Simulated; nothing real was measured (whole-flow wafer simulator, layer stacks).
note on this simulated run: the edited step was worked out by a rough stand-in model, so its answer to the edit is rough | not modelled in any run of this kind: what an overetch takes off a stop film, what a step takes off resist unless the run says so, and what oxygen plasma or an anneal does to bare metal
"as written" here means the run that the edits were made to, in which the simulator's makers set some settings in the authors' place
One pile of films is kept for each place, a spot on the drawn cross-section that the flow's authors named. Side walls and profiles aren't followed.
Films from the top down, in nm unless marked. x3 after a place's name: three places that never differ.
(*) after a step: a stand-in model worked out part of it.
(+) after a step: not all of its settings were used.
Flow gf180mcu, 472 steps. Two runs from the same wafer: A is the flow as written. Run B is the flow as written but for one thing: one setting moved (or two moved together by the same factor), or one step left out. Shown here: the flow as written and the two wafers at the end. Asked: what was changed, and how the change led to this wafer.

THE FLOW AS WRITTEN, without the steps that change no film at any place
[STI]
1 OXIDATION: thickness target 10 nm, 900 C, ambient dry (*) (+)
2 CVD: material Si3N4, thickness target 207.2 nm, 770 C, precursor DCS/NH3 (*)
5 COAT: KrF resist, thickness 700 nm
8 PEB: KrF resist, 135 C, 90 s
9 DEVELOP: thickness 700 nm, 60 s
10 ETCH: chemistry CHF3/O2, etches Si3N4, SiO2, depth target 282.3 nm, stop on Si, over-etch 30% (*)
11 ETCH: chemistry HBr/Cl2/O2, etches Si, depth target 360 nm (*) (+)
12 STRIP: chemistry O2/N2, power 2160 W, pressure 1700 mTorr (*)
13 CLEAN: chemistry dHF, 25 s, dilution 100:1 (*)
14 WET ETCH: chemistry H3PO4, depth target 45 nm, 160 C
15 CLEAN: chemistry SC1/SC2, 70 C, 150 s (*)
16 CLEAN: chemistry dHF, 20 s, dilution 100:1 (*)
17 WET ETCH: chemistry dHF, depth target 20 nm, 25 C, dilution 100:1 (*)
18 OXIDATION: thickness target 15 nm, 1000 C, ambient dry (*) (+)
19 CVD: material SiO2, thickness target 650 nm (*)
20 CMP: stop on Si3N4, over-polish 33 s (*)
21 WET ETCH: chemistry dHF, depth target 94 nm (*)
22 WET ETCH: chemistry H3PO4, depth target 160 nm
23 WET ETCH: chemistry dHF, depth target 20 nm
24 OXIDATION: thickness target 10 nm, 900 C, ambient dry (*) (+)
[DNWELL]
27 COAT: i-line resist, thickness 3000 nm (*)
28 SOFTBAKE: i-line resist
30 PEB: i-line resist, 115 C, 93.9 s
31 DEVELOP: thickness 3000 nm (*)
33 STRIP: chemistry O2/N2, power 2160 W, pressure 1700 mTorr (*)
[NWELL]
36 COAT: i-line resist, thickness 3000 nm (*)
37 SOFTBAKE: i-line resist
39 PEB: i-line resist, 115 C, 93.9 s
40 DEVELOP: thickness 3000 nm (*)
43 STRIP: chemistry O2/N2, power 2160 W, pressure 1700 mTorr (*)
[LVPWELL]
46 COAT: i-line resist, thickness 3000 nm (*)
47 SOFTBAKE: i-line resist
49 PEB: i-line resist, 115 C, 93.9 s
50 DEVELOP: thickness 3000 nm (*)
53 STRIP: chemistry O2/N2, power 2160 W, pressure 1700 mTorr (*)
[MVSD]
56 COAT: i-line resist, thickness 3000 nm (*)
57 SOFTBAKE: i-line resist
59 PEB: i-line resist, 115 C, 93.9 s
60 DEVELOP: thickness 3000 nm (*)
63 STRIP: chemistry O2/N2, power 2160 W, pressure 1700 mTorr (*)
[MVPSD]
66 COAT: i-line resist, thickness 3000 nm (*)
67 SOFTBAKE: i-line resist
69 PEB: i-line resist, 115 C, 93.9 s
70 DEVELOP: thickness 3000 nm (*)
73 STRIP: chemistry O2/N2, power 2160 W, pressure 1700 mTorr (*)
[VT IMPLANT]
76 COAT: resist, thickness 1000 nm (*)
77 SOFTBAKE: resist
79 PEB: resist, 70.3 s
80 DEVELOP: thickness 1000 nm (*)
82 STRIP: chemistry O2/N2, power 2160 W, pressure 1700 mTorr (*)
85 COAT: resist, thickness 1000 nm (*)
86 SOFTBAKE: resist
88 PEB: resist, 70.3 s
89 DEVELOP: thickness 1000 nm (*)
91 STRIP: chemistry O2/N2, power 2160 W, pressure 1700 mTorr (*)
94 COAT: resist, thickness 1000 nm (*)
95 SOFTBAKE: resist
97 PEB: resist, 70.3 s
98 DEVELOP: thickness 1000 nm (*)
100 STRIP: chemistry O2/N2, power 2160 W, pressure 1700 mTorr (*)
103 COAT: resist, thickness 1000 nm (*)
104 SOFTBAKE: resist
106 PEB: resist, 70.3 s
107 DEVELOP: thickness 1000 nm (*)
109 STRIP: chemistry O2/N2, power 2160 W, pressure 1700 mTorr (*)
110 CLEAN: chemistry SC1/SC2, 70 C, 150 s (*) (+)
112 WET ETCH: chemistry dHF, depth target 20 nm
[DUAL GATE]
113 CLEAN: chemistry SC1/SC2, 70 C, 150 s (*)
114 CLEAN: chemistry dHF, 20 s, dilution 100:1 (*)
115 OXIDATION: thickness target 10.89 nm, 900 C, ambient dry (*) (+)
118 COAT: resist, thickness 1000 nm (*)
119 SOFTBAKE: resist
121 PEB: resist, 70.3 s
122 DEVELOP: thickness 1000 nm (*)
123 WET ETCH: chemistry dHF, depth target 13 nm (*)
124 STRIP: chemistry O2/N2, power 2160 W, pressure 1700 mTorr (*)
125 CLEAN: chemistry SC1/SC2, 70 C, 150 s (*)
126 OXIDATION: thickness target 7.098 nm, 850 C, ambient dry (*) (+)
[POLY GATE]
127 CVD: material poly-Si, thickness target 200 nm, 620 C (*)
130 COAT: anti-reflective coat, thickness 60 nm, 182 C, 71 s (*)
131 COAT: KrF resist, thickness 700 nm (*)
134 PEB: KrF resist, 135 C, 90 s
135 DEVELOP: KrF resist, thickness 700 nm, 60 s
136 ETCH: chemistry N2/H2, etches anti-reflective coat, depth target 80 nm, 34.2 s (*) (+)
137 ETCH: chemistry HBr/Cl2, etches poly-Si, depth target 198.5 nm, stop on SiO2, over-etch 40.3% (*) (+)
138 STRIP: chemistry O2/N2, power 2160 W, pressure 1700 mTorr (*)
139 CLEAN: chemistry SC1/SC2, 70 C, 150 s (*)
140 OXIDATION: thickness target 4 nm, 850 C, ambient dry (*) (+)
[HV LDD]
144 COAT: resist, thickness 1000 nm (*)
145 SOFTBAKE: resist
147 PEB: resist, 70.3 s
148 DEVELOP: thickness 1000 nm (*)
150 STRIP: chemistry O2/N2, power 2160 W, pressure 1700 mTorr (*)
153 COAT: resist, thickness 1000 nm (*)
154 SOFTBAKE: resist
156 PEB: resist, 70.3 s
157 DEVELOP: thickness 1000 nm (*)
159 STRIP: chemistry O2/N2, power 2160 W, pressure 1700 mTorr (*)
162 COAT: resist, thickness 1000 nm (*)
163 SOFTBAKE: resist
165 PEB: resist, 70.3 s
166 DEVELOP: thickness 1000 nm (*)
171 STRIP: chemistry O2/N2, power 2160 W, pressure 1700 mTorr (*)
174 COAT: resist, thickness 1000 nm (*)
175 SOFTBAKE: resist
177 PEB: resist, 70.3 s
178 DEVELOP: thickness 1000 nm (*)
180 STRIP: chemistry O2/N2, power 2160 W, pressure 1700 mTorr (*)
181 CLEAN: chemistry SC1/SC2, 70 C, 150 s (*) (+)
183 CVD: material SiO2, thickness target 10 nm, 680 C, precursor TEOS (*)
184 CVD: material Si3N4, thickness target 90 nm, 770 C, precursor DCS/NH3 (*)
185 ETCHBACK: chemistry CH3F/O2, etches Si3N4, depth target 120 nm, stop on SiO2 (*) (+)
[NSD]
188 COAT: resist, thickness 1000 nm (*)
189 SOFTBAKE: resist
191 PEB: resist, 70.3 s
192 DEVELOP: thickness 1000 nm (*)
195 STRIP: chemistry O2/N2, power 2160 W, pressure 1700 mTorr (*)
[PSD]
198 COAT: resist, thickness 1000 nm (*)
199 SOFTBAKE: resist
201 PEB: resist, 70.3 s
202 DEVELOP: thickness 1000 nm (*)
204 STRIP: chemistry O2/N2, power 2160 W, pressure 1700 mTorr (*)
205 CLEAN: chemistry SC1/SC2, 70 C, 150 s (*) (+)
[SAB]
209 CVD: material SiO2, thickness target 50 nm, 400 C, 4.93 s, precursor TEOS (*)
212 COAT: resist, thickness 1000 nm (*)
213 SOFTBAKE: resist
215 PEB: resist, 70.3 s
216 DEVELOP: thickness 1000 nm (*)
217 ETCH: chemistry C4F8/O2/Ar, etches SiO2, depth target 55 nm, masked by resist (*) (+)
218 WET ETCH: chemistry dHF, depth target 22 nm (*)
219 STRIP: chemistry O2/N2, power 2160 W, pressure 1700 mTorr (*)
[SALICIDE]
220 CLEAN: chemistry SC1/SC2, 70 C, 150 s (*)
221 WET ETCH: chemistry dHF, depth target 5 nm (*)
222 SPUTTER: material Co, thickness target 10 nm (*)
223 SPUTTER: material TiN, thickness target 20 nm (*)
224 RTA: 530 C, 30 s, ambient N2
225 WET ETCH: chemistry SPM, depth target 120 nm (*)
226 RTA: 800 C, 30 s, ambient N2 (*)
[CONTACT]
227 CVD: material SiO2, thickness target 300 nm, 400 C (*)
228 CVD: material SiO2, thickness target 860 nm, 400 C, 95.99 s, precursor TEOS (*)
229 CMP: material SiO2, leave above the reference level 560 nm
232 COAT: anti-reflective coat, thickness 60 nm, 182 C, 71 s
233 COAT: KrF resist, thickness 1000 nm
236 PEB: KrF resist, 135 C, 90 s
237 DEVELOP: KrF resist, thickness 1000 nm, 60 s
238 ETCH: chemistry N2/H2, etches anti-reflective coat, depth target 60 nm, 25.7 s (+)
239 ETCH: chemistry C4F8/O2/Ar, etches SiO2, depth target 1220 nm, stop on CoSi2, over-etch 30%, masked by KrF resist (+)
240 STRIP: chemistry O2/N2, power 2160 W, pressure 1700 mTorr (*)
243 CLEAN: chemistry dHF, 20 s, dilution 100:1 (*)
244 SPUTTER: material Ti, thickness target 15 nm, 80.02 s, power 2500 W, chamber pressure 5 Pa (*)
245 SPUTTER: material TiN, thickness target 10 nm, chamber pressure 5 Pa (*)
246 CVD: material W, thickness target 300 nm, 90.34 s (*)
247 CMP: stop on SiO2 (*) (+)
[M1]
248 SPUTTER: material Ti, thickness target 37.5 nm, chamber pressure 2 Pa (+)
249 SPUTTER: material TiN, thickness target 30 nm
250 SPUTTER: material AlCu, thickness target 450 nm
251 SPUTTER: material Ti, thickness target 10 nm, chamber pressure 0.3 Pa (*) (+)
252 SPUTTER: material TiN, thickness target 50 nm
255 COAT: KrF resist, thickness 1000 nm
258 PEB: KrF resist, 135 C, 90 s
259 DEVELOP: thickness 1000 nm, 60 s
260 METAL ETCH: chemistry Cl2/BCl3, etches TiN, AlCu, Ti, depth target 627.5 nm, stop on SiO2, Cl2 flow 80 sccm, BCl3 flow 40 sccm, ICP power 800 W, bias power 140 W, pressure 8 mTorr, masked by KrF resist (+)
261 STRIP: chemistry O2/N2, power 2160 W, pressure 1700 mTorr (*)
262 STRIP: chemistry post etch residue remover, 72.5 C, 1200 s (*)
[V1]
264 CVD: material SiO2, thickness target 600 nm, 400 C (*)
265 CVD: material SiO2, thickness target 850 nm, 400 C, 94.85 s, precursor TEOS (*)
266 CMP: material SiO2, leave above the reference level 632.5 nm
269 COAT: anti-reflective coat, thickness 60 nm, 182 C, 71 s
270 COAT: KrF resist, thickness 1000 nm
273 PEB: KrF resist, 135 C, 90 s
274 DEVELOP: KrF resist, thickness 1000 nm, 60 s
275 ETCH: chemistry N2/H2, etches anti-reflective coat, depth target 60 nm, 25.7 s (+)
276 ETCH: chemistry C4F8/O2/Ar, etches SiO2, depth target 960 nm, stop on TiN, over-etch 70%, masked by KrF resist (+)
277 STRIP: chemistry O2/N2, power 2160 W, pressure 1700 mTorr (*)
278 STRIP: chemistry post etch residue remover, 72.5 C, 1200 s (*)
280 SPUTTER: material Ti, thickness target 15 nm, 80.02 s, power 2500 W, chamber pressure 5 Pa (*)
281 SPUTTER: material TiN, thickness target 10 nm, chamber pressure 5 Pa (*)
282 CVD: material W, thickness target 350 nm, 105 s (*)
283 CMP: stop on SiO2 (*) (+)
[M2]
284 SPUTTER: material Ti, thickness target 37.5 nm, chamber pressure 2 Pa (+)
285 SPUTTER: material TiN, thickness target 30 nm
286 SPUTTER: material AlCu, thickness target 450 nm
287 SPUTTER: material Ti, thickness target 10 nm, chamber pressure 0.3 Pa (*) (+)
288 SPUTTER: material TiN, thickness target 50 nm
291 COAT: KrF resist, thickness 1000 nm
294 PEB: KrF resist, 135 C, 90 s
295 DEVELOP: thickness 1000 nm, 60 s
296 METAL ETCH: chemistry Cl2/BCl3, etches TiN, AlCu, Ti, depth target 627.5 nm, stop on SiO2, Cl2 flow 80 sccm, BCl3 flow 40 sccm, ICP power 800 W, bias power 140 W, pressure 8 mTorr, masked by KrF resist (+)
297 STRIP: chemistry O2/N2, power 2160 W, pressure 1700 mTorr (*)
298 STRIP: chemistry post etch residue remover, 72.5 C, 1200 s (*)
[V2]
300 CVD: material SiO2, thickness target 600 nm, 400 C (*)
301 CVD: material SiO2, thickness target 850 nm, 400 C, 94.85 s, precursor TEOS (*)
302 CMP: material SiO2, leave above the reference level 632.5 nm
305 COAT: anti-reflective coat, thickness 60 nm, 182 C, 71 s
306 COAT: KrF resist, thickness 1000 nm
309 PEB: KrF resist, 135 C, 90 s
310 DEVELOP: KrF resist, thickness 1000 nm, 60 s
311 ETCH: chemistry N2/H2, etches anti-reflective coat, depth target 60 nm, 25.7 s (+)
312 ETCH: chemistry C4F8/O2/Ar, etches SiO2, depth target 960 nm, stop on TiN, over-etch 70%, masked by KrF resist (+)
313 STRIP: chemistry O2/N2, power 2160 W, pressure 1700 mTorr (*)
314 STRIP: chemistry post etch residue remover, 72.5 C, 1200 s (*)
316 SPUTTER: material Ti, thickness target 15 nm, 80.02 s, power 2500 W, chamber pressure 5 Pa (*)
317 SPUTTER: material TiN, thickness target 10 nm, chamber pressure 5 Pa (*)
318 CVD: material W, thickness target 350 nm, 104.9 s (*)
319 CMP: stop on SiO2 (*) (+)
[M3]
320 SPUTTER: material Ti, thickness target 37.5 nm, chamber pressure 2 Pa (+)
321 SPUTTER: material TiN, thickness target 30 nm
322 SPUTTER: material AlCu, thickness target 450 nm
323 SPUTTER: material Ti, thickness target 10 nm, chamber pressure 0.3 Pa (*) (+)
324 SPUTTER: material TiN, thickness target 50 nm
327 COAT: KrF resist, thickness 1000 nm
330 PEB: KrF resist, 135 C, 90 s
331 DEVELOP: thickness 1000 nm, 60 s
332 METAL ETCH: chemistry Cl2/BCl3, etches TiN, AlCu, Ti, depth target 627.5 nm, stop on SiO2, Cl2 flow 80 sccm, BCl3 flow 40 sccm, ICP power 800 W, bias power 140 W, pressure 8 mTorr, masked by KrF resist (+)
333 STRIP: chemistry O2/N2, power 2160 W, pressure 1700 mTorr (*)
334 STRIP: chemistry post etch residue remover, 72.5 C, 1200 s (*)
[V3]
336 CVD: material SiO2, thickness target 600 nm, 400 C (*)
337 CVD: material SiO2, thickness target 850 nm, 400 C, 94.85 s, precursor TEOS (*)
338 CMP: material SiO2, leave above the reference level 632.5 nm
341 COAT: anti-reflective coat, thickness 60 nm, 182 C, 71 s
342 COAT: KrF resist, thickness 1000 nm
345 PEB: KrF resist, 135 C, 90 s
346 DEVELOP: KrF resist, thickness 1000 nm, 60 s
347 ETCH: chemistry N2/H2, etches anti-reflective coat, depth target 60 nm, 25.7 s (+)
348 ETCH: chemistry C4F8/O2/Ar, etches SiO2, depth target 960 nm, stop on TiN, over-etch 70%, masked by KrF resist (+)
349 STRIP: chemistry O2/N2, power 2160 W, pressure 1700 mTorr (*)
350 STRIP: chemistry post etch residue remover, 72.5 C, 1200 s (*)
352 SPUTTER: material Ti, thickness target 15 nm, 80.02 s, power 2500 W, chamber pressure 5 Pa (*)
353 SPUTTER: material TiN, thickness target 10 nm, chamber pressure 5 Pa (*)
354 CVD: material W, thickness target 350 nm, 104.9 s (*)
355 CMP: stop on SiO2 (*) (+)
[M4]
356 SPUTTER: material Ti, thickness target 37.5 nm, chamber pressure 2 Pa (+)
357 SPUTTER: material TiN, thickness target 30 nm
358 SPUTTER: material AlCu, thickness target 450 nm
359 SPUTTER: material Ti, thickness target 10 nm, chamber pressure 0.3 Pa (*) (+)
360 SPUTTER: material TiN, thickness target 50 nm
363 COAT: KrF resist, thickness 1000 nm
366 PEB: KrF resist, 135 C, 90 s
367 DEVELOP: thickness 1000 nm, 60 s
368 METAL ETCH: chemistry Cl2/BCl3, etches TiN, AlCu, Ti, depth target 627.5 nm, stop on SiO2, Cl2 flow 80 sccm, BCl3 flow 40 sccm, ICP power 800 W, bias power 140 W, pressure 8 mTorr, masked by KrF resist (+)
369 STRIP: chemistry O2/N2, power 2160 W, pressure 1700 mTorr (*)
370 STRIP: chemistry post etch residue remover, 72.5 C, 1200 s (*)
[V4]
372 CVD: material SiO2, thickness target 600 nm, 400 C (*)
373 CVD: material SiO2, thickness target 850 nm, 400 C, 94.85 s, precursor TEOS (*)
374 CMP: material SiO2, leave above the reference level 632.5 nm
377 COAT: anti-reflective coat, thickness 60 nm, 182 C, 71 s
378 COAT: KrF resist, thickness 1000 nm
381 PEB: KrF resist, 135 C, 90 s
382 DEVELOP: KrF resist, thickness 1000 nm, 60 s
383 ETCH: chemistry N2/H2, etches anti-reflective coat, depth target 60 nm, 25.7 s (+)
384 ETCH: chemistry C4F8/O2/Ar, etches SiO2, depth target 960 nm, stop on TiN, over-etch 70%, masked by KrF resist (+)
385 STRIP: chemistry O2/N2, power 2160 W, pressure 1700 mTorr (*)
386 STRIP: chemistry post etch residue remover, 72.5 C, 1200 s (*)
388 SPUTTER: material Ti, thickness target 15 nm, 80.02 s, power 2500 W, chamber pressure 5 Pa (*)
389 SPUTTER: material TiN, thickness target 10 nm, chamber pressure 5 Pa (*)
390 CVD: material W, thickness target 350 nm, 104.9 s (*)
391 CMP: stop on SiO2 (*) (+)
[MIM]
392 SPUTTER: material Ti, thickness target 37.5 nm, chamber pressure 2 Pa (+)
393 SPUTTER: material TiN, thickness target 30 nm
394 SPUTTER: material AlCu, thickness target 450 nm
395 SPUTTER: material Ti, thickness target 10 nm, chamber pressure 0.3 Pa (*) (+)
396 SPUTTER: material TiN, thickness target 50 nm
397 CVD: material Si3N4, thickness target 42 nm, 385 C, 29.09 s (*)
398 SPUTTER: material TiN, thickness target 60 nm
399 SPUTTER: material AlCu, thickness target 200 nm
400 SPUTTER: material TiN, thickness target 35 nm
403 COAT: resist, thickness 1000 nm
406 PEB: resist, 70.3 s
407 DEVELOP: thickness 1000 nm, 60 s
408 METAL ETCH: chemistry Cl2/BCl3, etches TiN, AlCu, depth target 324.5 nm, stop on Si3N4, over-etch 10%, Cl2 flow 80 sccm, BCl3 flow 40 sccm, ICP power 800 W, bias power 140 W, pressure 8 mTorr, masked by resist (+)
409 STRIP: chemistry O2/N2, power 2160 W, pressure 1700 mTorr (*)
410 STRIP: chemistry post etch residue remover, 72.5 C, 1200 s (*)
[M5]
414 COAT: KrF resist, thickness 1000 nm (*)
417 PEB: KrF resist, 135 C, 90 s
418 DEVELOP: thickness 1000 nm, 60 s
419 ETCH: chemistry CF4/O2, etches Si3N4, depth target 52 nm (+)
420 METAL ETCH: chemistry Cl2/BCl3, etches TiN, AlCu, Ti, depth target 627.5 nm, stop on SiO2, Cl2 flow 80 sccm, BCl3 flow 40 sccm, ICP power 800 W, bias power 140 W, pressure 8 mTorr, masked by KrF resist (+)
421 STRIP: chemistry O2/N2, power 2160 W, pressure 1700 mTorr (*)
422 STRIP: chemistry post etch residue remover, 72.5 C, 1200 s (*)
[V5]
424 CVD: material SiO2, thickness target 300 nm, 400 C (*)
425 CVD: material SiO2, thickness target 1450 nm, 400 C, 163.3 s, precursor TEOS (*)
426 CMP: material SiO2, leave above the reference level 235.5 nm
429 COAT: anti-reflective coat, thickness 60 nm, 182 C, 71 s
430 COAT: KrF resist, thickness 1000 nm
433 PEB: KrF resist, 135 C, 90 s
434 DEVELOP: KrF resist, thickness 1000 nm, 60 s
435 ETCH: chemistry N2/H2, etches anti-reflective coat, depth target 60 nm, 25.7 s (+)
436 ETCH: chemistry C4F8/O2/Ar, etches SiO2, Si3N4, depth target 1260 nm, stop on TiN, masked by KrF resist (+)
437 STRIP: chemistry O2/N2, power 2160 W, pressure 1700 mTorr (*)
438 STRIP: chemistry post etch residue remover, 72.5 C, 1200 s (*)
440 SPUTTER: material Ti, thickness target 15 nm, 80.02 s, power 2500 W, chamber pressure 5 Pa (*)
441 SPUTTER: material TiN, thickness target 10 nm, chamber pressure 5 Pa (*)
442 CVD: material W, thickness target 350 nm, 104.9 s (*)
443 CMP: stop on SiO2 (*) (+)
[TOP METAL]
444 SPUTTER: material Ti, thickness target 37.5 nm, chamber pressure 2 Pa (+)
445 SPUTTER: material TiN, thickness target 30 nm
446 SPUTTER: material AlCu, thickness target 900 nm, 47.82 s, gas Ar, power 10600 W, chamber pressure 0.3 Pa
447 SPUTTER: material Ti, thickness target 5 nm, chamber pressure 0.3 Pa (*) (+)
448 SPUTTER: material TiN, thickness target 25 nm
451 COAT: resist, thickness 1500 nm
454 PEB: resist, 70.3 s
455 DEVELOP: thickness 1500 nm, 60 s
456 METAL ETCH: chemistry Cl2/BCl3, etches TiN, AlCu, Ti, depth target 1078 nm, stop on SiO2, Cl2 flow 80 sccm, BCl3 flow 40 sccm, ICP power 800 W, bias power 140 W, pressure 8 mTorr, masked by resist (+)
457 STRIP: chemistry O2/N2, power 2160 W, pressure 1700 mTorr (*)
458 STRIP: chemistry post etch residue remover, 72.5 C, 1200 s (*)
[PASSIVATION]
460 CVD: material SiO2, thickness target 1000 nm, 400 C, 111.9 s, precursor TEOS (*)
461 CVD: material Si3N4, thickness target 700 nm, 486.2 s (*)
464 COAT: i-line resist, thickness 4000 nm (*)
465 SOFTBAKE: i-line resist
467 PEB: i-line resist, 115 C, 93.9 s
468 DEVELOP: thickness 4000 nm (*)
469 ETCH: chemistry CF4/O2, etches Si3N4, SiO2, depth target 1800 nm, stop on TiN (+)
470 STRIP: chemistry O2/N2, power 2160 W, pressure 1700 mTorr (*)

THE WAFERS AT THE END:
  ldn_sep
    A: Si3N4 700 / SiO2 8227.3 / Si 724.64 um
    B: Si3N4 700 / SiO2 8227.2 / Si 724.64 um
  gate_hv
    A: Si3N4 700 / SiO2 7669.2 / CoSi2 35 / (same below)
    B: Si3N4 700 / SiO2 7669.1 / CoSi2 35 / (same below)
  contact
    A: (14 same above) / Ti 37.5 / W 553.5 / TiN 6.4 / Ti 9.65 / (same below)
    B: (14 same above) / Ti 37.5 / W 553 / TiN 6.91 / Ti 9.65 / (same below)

The cause: step 389, SPUTTER: thickness target 10.8 nm was run, where the flow has thickness target 10 nm.

How the change led to this, step by step:
  389 SPUTTER: material TiN, thickness target 10 nm, chamber pressure 5 Pa (*)
      field, field__w1, field__w2 and 107 more: A TiN +10 (new film) | B TiN +10.8 (new film)
      contact: A TiN +6.4 (new film) | B TiN +6.91 (new film)
  391 CMP: stop on SiO2 (*) (+)
      field, field__w1, field__w2 and 107 more: A W -350 (all of it), TiN -10 (all of it), Ti -15 (all of it), SiO2 -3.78 | B W -350 (all of it), TiN -10.8 (all of it), Ti -15 (all of it), SiO2 -3.79
